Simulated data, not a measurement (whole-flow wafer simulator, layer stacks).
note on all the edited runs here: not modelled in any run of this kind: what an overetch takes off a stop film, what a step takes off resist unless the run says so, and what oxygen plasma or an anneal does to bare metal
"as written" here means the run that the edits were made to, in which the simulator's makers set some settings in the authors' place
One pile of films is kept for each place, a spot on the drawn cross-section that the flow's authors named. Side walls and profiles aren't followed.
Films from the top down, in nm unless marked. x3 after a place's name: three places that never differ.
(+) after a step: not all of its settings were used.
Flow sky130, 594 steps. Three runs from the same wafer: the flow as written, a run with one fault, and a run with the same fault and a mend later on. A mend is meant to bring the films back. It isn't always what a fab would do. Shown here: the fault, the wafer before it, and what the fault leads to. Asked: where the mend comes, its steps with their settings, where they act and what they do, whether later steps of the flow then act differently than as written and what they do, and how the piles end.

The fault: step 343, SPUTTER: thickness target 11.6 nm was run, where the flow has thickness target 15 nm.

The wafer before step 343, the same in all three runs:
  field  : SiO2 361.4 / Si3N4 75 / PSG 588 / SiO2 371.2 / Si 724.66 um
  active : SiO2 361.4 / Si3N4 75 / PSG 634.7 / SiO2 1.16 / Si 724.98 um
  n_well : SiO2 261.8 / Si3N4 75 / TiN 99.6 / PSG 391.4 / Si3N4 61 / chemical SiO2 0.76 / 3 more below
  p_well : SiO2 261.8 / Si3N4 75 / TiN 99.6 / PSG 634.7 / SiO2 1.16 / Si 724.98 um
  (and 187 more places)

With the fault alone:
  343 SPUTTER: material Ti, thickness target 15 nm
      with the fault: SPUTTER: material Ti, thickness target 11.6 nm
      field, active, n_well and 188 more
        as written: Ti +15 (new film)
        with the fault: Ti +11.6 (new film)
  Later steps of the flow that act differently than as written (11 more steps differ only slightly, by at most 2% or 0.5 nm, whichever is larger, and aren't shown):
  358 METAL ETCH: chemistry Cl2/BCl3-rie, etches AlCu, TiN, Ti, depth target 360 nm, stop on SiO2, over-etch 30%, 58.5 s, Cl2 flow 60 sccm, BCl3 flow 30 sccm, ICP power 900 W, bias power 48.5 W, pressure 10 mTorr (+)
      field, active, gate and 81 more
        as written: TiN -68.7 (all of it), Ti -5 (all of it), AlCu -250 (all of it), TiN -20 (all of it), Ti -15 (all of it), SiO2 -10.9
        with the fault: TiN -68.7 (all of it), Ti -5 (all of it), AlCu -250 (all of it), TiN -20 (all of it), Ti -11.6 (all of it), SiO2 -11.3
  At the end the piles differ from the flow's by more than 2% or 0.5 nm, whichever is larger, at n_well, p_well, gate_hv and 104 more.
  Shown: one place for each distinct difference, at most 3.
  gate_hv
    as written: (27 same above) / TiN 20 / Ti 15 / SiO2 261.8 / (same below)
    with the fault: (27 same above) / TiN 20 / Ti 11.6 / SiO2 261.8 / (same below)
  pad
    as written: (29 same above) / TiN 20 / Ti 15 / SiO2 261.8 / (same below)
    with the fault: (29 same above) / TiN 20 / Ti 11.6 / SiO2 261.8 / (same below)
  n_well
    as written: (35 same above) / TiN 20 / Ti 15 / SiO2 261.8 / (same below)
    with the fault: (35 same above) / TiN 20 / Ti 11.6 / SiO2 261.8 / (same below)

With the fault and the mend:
  The mend comes after step 343.
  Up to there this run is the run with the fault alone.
  343a SPUTTER: material Ti, thickness target 3.4 nm (the flow's step 343 once more, with other settings)
      field, active, n_well and 188 more
        Ti +3.4
  No later step of the flow acts differently than as written at any place that is followed.
  At the end the piles are the same as the flow's at every place that both follow.
